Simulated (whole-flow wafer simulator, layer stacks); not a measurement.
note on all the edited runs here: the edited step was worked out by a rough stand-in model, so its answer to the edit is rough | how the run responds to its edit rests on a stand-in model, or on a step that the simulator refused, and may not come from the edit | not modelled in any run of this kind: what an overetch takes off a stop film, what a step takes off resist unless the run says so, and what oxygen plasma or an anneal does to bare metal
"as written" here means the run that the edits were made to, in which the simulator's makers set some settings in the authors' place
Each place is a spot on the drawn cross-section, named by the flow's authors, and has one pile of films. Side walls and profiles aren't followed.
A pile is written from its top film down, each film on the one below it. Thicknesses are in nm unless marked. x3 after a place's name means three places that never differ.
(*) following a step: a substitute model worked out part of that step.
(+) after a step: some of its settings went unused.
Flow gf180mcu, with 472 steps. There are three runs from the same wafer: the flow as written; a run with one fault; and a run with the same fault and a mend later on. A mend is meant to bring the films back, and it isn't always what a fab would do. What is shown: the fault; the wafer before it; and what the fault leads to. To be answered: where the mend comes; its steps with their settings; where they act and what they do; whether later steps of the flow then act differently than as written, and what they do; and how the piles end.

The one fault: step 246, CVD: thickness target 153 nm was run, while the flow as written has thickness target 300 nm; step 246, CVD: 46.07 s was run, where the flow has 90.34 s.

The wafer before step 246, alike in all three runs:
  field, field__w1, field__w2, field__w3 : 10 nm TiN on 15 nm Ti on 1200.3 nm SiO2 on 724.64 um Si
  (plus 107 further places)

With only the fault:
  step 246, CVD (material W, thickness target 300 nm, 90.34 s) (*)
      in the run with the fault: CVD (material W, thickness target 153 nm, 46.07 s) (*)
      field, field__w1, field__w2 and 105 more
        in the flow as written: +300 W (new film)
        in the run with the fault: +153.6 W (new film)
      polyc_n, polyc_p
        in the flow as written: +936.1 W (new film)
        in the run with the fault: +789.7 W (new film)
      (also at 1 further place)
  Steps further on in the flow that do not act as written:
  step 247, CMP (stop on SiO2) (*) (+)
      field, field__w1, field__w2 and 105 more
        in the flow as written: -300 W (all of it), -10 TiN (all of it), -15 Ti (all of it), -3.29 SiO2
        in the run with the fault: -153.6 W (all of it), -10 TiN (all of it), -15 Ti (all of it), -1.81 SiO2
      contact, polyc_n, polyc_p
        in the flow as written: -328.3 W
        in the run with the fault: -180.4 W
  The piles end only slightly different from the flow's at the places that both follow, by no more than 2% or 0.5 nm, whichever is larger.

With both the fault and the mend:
  After step 246 comes the mend.
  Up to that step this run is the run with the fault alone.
  step 246a, CVD (material W, thickness target 147 nm, 44.27 s) (a further turn of the flow's step 246, with different settings)
      field, field__w1, field__w2 and 108 more
        +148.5 W
  None of the later steps of the flow differs from how it acts as written, at any place that is followed, by more than 2% or 0.5 nm, whichever is larger.
  The piles end only slightly different from the flow's at the places that both follow, by no more than 2% or 0.5 nm, whichever is larger.
